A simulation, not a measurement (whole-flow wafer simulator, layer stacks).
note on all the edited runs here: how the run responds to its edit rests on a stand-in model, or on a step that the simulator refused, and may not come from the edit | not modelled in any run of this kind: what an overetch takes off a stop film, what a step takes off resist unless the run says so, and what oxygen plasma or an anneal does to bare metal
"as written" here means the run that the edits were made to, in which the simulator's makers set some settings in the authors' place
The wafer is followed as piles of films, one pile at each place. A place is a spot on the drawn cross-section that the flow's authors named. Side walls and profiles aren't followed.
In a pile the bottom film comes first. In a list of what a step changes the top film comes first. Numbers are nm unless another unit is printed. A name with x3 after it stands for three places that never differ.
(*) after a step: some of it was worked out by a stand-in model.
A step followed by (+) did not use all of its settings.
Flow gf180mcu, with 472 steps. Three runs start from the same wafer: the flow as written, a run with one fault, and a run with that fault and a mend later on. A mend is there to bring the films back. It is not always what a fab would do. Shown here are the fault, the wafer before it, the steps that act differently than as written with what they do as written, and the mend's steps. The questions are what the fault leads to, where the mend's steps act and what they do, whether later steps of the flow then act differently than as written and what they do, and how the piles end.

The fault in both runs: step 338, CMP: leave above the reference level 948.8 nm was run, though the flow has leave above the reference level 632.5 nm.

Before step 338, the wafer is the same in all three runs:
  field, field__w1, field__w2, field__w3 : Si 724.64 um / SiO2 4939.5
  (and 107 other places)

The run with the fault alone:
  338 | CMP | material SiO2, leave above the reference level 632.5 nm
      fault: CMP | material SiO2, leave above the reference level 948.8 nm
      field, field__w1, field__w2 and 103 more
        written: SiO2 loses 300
        fault: nothing
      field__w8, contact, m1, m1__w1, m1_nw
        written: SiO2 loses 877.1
        fault: SiO2 loses 560.8
  Steps later in the flow that act otherwise than as written (10 other steps are not shown; they differ only slightly, by no more than 2% or 0.5 nm, whichever is larger):
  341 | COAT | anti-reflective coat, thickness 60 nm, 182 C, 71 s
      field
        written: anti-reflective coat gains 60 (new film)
        fault: anti-reflective coat gains 66.4 (new film)
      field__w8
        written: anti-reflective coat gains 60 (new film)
        fault: anti-reflective coat gains 50.6 (new film)
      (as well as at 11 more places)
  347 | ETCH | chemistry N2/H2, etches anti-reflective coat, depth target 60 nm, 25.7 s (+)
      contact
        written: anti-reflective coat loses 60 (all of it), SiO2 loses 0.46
        fault: anti-reflective coat loses 50.5 (all of it), SiO2 loses 0.7
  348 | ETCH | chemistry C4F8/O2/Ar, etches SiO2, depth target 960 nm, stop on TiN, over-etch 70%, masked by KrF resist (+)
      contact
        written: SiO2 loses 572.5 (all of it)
        fault: SiO2 loses 888.5 (all of it)
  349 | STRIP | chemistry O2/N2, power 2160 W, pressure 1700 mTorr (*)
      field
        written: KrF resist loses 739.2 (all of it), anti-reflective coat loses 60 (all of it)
        fault: KrF resist loses 735.8 (all of it), anti-reflective coat loses 66.4 (all of it)
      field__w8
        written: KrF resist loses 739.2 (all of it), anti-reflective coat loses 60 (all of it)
        fault: KrF resist loses 737.7 (all of it), anti-reflective coat loses 50.6 (all of it)
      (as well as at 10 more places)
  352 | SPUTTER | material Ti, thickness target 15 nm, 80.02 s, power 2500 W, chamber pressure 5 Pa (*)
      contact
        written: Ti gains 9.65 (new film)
        fault: Ti gains 8.11 (new film)
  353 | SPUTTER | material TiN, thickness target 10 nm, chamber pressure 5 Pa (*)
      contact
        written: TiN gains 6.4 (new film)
        fault: TiN gains 5.38 (new film)
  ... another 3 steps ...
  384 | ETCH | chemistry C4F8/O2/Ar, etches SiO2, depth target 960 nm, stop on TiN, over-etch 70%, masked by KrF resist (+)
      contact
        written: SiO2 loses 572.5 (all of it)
        fault: SiO2 loses 588 (all of it)
  By the end, the piles at field, field__w1, field__w2 and 109 more depart from the flow's by more than 2% or 0.5 nm, whichever is larger.
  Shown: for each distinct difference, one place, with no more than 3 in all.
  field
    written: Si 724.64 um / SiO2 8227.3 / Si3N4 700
    fault: Si 724.64 um / SiO2 8542.8 / Si3N4 700
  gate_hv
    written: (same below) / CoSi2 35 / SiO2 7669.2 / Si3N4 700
    fault: (same below) / CoSi2 35 / SiO2 7984.7 / Si3N4 700
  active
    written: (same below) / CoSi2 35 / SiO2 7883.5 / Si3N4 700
    fault: (same below) / CoSi2 35 / SiO2 8199 / Si3N4 700

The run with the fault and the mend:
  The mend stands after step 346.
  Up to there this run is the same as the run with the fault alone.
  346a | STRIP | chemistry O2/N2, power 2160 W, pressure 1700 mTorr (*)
      iso_ptap_pw, iso_ntap_nw, iso_nw_fld and 33 more
        KrF resist loses 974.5 (all of it), anti-reflective coat loses 60 (all of it)
      field__w2, field__w3, field__w6 and 20 more
        KrF resist loses 974.7 (all of it), anti-reflective coat loses 60 (all of it)
      field_sub, field_sub__w1, field_sub__w2 and 12 more
        KrF resist loses 974.6 (all of it), anti-reflective coat loses 60 (all of it)
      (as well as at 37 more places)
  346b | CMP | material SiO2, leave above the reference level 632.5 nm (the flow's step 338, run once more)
      field, field__w1, field__w2 and 103 more
        SiO2 loses 300
      field__w8, contact, m1, m1__w1, m1_nw
        SiO2 loses 316.3
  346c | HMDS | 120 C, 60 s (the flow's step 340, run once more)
      alters no film at any place that is followed
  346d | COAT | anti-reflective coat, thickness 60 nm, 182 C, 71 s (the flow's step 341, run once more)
      field, field__w1, field__w2 and 108 more
        anti-reflective coat gains 60 (new film)
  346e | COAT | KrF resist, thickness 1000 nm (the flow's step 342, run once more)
      field, field__w1, field__w2 and 108 more
        KrF resist gains 1000 (new film)
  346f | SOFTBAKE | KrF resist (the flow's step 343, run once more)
      alters no film at any place that is followed
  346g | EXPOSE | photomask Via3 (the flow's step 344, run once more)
      alters no film at any place that is followed
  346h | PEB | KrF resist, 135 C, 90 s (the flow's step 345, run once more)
      field, field__w1, field__w2 and 108 more
        KrF resist loses 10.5
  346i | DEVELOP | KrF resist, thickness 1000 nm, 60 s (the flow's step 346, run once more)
      field, field__w1, field__w2 and 107 more
        KrF resist loses 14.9
      contact
        KrF resist loses 989.5 (all of it)
  Every later step of the flow that is run acts as written at every place that is followed.
  The piles end the same as the flow's at every place that both follow.
